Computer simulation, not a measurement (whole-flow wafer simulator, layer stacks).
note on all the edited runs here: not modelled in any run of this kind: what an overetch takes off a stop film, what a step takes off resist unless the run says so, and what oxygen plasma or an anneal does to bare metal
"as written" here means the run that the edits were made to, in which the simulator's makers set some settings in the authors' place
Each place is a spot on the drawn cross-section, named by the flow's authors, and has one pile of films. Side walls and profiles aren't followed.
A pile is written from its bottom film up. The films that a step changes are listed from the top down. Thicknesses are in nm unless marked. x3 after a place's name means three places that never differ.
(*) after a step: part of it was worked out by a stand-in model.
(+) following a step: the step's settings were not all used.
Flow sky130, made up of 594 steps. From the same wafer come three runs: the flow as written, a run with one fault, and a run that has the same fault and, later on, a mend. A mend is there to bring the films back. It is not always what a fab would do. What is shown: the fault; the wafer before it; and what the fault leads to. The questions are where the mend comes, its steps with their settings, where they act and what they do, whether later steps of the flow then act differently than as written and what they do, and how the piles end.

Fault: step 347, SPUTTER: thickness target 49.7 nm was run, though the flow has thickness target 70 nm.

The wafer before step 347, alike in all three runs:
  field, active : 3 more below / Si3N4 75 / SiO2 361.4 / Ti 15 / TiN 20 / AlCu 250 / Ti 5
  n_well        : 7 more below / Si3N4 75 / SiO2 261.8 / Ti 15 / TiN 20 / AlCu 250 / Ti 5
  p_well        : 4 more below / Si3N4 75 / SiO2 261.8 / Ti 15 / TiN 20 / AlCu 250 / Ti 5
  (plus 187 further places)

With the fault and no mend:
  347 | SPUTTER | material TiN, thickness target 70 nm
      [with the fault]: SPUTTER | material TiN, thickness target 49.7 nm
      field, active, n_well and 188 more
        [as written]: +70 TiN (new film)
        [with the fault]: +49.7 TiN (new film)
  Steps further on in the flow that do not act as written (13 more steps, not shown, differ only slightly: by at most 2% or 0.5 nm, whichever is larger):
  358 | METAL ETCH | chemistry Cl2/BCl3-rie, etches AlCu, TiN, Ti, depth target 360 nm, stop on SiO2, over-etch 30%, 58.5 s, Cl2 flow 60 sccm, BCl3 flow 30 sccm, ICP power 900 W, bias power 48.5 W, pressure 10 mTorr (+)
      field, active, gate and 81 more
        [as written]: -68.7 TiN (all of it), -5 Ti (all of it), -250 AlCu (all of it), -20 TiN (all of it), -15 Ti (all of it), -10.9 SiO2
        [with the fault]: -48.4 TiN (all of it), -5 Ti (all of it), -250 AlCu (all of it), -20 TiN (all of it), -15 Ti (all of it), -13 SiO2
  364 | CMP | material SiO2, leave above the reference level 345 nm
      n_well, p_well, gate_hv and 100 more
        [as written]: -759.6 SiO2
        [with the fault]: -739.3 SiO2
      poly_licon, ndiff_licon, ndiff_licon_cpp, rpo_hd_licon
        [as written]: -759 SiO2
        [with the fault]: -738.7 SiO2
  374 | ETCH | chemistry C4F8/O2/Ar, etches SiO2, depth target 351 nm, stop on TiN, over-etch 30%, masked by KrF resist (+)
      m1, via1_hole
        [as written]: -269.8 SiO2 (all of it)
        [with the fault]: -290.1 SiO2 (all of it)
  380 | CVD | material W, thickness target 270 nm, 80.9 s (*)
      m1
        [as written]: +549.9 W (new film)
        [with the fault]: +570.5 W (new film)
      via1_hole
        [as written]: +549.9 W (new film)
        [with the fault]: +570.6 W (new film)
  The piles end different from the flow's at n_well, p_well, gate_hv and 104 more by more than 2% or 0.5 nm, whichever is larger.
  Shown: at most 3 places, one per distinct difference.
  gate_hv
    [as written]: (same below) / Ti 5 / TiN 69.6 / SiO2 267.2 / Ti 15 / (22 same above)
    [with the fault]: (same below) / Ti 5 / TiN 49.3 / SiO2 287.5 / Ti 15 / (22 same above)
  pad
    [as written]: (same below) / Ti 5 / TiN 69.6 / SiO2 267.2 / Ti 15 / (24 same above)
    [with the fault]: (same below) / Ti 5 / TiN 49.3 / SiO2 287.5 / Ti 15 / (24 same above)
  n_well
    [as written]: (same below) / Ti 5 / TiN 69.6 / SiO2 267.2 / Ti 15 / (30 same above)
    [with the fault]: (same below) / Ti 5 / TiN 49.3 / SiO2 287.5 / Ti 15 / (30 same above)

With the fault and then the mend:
  The mend stands after step 347.
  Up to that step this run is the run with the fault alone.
  347a | SPUTTER | material TiN, thickness target 20.3 nm (the flow's step 347 again, with other settings)
      field, active, n_well and 188 more
        +20.3 TiN
  Later steps of the flow that are run all act as written at every place that is followed.
  By the end, the piles equal the flow's at every place that both follow.
